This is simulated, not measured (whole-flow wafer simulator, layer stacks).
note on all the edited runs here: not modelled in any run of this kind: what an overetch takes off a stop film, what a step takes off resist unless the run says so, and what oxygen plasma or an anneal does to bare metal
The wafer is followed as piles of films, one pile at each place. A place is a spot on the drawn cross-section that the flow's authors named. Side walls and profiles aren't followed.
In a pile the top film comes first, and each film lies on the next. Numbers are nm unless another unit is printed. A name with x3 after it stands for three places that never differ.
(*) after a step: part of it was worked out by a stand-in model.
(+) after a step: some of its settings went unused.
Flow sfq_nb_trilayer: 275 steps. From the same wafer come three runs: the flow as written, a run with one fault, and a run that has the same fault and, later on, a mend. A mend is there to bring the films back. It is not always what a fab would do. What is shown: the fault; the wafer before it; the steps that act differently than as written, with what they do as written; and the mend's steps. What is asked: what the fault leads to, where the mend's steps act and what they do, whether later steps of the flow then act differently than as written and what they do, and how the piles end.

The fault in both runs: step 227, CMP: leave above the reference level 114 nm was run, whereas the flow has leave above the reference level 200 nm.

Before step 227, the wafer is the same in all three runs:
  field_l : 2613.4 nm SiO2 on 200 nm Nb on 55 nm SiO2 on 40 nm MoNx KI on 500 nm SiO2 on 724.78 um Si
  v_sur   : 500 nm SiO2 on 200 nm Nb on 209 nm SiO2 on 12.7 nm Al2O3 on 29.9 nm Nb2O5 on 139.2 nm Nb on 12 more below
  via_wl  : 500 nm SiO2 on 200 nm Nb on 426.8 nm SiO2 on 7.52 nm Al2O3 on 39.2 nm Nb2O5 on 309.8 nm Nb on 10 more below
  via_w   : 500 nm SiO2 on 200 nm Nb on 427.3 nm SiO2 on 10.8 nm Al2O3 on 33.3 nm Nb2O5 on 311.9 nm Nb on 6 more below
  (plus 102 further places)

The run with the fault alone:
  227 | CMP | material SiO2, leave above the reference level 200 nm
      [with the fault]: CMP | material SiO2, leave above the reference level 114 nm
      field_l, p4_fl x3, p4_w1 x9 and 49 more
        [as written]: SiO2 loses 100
        [with the fault]: SiO2 loses 186
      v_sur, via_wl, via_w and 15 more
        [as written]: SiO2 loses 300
        [with the fault]: SiO2 loses 386
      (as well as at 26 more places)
  Later steps of the flow acting differently than as written (not shown: 3 more steps that differ only slightly, by at most 2% or 0.5 nm, whichever is larger):
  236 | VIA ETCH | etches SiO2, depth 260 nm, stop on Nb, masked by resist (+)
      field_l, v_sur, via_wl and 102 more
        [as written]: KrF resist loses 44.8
        [with the fault]: KrF resist loses 29.4
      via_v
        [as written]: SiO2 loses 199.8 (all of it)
        [with the fault]: SiO2 loses 113.8 (all of it)
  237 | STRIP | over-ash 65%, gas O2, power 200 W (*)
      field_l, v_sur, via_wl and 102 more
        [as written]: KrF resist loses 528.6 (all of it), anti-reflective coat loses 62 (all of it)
        [with the fault]: KrF resist loses 544 (all of it), anti-reflective coat loses 62 (all of it)
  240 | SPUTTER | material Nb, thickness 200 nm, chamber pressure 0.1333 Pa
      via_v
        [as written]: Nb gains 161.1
        [with the fault]: Nb gains 182.2
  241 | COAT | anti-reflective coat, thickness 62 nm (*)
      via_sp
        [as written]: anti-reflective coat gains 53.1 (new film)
        [with the fault]: anti-reflective coat gains 54.8 (new film)
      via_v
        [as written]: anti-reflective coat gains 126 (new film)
        [with the fault]: anti-reflective coat gains 105.9 (new film)
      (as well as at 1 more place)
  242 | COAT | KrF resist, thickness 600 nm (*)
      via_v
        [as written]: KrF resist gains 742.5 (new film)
        [with the fault]: KrF resist gains 670 (new film)
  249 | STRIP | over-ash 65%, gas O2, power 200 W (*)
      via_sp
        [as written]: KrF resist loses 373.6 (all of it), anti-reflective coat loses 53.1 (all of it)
        [with the fault]: KrF resist loses 379.6 (all of it), anti-reflective coat loses 54.8 (all of it)
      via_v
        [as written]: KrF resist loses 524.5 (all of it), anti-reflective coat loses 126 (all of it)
        [with the fault]: KrF resist loses 452.2 (all of it), anti-reflective coat loses 105.9 (all of it)
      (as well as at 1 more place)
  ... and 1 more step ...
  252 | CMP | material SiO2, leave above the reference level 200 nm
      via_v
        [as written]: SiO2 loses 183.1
        [with the fault]: SiO2 loses 169.3
  The piles end different from the flow's at field_l, v_sur, via_wl and 103 more by more than 2% or 0.5 nm, whichever is larger.
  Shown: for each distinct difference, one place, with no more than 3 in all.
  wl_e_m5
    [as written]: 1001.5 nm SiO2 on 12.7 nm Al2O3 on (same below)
    [with the fault]: 915.5 nm SiO2 on 12.7 nm Al2O3 on (same below)
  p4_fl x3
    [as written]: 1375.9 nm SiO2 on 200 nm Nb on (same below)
    [with the fault]: 1289.9 nm SiO2 on 200 nm Nb on (same below)
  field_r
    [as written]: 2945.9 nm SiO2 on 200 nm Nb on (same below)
    [with the fault]: 2859.9 nm SiO2 on 200 nm Nb on (same below)

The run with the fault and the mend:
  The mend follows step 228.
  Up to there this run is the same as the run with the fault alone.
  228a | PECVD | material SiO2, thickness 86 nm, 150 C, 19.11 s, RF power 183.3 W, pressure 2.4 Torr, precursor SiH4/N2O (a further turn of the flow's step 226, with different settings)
      field_l, v_sur, via_wl and 103 more
        SiO2 gains 86
  Every later step of the flow that is run acts as written at every place that is followed.
  At every place that both follow, the piles at the end match the flow's.
